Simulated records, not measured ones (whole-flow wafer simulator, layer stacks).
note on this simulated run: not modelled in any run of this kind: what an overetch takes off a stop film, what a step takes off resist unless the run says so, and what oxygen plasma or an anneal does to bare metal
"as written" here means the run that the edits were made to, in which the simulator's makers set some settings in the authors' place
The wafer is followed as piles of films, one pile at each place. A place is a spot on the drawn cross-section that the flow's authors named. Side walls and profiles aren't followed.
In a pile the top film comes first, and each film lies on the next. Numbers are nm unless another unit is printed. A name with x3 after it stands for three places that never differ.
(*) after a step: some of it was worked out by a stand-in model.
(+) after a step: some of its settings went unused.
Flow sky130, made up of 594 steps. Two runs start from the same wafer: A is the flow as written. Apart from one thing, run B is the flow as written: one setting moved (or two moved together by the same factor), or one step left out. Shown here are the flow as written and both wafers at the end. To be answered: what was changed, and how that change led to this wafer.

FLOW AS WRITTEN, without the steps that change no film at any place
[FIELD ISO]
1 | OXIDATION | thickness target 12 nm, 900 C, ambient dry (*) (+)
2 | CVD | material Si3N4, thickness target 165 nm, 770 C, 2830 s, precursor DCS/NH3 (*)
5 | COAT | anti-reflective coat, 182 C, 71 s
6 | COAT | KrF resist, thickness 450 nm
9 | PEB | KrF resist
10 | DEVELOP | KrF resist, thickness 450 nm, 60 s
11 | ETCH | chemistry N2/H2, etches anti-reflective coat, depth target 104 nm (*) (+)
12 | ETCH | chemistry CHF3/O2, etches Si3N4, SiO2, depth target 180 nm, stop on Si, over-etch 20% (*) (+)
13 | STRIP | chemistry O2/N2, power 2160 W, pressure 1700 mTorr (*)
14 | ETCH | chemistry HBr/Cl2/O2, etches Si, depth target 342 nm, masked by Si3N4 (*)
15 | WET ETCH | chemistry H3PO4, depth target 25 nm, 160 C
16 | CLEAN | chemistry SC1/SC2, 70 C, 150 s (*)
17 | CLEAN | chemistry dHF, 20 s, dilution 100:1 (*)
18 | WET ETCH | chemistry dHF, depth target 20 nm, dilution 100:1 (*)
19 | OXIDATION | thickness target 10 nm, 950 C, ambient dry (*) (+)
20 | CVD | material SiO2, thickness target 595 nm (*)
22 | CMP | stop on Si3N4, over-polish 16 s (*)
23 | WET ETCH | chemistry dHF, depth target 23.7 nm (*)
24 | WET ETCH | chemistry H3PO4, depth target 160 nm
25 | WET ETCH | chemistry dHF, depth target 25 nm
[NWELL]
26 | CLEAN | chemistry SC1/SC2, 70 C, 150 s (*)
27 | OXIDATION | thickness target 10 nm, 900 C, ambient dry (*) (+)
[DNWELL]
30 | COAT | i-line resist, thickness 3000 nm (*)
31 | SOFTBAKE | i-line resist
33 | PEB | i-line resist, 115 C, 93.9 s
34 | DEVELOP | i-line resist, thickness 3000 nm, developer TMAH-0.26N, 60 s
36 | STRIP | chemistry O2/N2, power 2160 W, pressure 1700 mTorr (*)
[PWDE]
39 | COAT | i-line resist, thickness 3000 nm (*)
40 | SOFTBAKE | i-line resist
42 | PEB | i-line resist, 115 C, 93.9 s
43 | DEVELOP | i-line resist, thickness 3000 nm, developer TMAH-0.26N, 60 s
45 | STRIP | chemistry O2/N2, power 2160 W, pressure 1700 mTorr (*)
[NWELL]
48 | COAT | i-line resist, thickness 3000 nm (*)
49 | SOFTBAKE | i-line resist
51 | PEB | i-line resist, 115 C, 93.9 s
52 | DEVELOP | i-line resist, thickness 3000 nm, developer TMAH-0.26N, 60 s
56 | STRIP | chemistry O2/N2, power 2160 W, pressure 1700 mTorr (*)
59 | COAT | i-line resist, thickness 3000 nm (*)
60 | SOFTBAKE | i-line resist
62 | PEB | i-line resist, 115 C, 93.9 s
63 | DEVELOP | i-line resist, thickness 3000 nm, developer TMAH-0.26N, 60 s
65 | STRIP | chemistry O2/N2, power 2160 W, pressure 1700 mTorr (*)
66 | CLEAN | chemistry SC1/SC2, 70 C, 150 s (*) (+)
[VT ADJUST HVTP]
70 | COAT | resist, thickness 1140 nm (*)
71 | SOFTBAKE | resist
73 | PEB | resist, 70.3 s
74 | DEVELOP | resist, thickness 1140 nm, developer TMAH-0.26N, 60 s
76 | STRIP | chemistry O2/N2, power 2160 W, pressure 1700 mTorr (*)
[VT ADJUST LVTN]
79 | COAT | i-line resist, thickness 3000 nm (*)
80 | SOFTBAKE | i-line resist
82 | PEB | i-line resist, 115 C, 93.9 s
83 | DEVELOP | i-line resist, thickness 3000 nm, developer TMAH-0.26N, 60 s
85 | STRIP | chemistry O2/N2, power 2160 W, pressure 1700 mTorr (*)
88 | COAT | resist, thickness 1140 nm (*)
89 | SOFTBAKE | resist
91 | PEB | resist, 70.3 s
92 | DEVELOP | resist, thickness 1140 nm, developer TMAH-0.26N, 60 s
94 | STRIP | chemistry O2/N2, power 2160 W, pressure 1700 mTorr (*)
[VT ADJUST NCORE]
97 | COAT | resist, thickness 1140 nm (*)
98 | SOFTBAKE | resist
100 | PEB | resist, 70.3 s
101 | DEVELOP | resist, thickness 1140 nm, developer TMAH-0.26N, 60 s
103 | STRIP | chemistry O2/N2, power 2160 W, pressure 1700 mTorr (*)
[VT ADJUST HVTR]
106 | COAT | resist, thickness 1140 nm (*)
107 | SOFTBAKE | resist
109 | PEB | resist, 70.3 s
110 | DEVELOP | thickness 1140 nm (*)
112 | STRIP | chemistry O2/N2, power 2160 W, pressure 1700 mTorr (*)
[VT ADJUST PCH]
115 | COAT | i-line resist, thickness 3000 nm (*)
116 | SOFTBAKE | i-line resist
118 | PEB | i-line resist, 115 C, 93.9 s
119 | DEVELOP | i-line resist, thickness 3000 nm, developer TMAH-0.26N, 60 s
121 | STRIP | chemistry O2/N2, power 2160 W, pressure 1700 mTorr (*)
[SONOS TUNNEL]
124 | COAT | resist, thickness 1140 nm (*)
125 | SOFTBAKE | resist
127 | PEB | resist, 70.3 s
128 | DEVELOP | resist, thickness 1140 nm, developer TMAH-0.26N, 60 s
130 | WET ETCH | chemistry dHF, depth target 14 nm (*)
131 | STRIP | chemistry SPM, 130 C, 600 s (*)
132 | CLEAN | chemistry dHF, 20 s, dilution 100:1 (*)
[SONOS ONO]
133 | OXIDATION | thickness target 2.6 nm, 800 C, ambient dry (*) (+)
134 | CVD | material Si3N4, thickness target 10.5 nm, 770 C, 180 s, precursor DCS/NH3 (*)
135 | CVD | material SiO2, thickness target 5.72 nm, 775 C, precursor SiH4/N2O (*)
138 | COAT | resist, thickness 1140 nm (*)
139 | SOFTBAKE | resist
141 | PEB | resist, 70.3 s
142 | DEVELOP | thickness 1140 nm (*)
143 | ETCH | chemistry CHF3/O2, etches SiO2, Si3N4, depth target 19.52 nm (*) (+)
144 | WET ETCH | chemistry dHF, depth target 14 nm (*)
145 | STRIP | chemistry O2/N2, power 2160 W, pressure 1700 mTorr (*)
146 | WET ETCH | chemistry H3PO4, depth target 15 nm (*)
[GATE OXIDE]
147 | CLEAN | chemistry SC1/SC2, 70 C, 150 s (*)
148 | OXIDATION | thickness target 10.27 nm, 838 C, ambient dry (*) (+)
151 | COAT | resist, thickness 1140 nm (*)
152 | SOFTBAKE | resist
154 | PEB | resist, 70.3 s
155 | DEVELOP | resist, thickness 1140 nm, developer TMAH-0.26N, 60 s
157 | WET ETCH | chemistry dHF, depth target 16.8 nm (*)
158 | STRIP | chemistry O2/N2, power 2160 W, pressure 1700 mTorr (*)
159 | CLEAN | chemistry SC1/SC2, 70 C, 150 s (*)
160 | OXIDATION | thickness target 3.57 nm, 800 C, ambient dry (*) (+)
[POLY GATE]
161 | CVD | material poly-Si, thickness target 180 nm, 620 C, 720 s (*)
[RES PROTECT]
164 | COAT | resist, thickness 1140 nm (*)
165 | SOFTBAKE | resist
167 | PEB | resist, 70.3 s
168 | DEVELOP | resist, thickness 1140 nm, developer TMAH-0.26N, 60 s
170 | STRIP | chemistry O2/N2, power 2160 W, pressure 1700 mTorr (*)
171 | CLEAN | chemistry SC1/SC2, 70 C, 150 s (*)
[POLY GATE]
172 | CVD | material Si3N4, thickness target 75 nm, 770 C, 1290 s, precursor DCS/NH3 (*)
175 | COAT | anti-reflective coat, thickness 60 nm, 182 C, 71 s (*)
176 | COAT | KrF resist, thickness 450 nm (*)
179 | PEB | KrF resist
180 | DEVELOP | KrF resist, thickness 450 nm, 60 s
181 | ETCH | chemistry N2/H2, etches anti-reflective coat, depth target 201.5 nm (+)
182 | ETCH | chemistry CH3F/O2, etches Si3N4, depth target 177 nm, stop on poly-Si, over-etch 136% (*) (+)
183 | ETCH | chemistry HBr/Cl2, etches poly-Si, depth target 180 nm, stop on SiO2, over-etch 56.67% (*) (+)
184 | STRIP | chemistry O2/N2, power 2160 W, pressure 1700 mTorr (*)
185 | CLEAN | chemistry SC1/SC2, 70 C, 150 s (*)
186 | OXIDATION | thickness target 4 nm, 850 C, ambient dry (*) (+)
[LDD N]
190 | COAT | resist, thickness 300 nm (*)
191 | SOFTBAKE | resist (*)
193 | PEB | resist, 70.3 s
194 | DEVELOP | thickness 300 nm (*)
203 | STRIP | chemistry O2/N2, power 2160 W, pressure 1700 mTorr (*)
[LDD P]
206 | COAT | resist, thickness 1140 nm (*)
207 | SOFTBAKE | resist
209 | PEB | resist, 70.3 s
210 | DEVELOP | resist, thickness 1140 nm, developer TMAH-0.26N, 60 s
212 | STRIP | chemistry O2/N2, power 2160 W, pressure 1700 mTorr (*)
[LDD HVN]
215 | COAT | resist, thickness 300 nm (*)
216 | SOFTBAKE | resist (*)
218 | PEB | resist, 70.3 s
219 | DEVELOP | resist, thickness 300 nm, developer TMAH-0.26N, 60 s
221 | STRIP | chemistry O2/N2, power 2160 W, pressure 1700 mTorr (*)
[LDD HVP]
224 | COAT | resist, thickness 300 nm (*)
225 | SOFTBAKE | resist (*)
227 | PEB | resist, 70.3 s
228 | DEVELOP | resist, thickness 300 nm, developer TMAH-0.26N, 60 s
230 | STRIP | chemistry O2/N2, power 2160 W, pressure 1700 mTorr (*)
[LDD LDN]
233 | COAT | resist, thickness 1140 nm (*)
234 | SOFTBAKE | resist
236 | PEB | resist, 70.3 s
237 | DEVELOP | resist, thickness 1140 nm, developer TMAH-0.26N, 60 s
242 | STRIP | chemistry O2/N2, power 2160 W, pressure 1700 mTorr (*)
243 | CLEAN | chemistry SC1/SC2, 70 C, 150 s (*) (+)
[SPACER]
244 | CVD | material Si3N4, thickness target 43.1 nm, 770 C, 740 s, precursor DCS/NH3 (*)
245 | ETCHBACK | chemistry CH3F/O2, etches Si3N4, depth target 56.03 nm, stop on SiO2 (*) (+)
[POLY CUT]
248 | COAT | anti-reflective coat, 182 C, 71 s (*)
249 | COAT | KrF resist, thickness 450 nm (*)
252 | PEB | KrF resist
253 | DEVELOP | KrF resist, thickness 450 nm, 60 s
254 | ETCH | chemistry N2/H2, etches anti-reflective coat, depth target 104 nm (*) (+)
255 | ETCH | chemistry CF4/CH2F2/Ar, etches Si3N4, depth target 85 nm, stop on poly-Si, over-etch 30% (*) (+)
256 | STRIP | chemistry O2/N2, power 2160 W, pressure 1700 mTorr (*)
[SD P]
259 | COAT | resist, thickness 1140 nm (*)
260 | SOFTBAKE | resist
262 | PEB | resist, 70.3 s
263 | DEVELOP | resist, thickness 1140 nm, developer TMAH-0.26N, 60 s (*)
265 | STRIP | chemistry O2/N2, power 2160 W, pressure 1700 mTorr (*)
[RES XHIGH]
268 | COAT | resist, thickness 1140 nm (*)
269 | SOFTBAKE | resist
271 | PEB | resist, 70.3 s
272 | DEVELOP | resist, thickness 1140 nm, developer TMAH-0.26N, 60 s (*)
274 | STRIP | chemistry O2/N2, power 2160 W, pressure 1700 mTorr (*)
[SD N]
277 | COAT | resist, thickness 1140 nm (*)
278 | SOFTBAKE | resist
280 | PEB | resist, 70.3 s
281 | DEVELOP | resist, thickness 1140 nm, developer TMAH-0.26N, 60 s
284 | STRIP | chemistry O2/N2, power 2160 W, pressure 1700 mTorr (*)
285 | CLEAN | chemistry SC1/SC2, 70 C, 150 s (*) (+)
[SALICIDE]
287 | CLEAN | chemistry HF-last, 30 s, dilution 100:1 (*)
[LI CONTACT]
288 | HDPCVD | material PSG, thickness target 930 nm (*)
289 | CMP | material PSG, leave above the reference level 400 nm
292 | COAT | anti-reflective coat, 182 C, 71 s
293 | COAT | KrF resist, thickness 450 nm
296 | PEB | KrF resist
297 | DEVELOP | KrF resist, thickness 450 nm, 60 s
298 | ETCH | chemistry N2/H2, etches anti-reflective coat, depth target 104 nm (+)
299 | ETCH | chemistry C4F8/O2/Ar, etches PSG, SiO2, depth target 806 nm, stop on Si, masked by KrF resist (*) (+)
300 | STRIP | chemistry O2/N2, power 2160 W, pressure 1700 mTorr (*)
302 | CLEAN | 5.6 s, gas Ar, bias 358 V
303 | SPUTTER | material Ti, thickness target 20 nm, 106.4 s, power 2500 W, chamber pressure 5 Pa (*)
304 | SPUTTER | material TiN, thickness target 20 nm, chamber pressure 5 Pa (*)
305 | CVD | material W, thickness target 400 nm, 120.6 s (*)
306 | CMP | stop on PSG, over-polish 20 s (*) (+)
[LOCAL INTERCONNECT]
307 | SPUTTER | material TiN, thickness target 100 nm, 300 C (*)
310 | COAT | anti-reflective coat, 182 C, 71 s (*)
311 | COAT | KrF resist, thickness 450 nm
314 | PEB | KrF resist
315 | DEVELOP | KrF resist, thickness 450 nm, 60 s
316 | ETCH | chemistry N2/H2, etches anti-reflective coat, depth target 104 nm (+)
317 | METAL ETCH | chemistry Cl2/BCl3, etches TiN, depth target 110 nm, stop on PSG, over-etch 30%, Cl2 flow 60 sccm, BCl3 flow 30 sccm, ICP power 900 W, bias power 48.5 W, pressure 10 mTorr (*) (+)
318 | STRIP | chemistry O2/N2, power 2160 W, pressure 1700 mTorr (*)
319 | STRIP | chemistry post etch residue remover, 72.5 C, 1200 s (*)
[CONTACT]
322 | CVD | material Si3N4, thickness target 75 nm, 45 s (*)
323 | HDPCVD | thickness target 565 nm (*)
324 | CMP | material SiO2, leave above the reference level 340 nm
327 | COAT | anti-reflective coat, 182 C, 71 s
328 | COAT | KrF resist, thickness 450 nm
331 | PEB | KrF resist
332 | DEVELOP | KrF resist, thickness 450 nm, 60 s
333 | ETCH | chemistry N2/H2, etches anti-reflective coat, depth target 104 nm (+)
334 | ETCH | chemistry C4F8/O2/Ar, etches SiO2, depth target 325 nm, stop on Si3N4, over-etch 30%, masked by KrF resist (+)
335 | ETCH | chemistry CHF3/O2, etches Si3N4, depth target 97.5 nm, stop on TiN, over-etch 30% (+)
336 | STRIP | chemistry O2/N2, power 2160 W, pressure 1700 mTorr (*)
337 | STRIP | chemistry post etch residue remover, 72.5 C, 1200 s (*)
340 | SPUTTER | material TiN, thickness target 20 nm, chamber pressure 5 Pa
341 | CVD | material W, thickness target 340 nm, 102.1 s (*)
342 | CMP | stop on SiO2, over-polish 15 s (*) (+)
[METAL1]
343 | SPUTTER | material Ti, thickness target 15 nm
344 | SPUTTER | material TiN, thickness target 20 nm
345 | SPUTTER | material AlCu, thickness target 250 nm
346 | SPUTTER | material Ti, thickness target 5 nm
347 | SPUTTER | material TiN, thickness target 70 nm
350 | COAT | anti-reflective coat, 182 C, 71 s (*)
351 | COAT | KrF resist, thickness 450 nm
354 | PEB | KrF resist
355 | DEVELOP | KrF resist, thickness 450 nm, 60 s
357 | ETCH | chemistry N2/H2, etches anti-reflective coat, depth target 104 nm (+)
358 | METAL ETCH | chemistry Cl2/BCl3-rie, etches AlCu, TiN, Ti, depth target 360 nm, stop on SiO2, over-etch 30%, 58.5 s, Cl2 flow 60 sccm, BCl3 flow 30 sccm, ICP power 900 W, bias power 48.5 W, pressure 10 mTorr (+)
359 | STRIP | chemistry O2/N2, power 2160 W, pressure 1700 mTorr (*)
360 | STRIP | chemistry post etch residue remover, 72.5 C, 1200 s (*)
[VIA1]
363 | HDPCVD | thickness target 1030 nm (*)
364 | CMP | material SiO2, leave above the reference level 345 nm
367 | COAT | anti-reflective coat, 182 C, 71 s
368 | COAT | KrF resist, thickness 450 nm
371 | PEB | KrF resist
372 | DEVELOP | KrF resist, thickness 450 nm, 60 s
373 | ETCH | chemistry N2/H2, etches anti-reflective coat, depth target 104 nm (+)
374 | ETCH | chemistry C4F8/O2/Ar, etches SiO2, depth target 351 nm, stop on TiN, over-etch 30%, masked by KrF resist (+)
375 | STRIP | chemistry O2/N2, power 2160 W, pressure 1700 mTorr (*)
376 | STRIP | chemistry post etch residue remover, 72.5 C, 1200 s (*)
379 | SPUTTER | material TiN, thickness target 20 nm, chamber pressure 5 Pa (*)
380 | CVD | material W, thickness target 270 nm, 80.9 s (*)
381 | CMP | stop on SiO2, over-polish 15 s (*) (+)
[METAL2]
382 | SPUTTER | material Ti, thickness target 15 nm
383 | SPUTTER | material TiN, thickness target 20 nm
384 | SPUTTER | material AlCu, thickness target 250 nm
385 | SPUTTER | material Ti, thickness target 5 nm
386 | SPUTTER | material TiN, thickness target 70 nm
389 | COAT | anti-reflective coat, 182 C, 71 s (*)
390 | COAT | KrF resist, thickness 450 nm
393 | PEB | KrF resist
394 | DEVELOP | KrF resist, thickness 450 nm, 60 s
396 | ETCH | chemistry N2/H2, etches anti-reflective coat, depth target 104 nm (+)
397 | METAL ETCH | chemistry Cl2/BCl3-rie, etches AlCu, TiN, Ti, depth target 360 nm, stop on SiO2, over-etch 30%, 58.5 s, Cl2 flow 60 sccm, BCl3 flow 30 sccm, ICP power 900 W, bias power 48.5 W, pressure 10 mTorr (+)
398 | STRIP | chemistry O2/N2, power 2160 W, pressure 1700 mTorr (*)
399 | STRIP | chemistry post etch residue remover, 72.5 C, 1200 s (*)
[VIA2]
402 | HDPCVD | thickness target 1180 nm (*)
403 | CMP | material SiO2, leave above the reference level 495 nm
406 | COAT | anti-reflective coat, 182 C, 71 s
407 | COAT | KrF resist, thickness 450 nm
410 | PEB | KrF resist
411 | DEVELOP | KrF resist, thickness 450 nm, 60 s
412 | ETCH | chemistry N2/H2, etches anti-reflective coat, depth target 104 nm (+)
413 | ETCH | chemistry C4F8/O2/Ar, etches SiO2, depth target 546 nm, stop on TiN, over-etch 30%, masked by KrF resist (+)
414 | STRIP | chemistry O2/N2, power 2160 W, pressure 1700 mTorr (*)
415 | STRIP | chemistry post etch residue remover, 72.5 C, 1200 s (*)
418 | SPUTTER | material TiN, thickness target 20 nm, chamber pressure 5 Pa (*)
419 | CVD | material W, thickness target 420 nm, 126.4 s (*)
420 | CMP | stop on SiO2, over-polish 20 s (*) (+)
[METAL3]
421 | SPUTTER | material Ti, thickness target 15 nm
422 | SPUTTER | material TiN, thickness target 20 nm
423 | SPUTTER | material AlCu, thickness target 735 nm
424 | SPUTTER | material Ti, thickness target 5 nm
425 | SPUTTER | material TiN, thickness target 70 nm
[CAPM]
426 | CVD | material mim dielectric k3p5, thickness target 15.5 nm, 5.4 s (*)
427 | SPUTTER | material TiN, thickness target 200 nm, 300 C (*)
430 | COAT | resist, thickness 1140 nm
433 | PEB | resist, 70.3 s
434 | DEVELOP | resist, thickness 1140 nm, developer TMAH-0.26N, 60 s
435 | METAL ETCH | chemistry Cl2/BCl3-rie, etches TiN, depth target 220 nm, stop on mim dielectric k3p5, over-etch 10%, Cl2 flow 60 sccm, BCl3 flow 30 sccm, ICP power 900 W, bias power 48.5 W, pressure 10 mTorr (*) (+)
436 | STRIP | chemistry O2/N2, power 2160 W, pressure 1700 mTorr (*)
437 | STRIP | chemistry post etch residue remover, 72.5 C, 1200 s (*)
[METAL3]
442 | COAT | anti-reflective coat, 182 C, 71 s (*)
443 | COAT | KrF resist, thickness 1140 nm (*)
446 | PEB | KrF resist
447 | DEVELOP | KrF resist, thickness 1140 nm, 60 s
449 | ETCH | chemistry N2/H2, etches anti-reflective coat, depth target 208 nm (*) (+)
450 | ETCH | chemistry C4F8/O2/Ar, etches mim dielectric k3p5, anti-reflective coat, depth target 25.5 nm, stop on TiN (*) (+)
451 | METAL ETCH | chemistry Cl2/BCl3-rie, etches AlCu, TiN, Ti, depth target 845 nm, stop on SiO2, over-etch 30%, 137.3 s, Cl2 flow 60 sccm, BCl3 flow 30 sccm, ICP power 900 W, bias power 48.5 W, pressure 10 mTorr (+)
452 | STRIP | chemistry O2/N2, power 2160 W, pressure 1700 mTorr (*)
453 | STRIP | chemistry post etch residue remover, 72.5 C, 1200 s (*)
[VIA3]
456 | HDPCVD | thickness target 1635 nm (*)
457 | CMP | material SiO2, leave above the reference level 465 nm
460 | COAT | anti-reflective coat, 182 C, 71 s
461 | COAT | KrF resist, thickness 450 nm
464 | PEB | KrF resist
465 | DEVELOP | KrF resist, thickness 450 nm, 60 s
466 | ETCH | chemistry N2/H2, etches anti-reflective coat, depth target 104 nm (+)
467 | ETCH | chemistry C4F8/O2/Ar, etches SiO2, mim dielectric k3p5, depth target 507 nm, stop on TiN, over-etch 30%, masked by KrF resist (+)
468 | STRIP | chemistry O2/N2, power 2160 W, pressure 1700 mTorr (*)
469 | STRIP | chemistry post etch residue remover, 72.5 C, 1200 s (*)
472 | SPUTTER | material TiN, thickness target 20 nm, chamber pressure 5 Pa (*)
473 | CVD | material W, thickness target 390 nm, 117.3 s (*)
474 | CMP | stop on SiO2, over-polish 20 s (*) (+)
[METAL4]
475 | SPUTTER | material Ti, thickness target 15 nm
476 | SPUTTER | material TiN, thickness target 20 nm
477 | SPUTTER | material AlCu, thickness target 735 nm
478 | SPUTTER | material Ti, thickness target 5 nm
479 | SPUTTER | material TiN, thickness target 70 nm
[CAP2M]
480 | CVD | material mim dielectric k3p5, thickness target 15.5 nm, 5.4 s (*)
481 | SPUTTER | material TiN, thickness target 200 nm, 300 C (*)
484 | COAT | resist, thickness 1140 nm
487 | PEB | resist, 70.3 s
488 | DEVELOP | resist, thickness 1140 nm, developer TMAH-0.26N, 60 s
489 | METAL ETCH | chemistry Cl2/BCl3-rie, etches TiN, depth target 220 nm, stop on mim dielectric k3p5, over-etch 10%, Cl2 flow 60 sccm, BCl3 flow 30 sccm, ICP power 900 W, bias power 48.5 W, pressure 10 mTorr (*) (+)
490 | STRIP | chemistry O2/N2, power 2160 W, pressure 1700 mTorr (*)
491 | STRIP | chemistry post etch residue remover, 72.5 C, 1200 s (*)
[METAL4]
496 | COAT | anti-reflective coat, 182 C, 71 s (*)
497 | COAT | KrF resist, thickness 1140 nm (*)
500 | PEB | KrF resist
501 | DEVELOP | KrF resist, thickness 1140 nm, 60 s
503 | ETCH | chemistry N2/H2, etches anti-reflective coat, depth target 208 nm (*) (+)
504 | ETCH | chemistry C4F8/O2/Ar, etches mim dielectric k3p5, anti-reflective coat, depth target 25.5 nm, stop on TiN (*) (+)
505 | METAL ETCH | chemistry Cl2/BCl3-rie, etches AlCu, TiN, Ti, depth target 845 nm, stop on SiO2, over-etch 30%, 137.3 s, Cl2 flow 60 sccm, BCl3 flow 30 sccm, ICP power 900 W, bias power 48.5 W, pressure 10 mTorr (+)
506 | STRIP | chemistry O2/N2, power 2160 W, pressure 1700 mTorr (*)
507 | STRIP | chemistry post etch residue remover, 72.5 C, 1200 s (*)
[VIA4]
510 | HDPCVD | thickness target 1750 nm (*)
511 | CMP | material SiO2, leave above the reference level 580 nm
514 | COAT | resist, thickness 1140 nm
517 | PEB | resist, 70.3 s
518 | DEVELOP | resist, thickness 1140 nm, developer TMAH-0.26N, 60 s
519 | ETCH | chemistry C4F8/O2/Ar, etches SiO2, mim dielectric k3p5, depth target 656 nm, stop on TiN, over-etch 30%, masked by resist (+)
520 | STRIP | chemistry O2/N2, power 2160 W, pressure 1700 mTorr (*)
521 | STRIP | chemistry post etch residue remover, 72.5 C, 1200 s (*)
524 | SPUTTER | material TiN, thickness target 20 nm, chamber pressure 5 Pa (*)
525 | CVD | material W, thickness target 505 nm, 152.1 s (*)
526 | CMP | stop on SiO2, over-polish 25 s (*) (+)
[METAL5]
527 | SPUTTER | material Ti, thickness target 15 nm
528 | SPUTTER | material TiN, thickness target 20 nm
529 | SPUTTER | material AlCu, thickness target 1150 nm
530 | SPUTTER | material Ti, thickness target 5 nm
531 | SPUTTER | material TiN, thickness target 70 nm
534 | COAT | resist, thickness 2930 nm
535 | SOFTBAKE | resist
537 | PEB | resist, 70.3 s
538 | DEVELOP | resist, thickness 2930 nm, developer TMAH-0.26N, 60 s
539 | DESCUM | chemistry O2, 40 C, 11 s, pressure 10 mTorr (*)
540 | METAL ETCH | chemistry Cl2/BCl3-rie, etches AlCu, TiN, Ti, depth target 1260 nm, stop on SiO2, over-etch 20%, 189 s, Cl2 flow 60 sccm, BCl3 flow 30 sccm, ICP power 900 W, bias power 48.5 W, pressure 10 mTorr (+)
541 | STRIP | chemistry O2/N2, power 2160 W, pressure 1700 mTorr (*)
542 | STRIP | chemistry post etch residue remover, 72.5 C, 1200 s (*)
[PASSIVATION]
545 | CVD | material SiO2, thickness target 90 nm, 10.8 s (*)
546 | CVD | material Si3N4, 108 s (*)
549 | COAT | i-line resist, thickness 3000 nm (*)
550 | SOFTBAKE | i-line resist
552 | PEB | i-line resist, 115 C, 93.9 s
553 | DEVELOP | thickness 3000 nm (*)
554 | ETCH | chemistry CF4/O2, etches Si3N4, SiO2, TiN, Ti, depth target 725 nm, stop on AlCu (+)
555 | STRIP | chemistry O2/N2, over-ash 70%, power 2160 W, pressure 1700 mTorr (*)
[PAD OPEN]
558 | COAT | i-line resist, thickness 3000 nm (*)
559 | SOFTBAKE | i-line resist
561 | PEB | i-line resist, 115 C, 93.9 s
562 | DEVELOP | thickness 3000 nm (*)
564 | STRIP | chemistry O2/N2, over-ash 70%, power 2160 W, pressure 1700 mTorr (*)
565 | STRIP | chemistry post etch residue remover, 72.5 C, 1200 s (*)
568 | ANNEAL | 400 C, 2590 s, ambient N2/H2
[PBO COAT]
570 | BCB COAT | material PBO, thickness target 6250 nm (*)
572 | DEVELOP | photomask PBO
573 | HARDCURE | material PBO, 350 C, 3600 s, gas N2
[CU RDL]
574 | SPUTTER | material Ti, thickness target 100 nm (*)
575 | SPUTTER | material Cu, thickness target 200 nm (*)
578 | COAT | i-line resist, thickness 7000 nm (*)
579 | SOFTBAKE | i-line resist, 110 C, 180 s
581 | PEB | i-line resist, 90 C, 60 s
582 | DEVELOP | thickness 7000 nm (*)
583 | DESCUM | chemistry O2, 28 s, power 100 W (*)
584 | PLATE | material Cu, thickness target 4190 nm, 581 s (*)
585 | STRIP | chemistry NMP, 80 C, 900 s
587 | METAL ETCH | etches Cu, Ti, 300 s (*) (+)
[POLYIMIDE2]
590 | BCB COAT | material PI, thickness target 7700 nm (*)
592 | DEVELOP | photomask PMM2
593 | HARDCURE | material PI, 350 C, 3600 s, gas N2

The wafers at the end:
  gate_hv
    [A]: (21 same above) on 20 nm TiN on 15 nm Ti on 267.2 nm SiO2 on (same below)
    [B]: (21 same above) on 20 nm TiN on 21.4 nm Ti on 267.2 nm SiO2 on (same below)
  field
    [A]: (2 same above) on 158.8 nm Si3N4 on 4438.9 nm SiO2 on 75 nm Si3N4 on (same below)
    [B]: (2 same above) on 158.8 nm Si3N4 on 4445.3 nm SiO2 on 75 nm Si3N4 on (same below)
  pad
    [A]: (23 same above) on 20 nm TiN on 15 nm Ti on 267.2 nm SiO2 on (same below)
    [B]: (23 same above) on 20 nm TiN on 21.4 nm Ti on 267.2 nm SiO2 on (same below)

Cause: step 382, SPUTTER: thickness target 21.4 nm was run, while the flow as written has thickness target 15 nm.
One can read it off the wafer: gate_hv has Ti 21.4, and step 382 as written asks for 15 nm.

How this came from the change, step by step:
  382 | SPUTTER | material Ti, thickness target 15 nm
      field, active, n_well and 188 more: A Ti gains 15 (new film) | B Ti gains 21.4 (new film)
  397 | METAL ETCH | chemistry Cl2/BCl3-rie, etches AlCu, TiN, Ti, depth target 360 nm, stop on SiO2, over-etch 30%, 58.5 s, Cl2 flow 60 sccm, BCl3 flow 30 sccm, ICP power 900 W, bias power 48.5 W, pressure 10 mTorr (+)
      field, active, gate and 82 more: A TiN loses 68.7 (all of it), Ti loses 5 (all of it), AlCu loses 250 (all of it), TiN loses 20 (all of it), Ti loses 15 (all of it), SiO2 loses 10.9 | B TiN loses 68.7 (all of it), Ti loses 5 (all of it), AlCu loses 250 (all of it), TiN loses 20 (all of it), Ti loses 21.4 (all of it), SiO2 loses 10.3
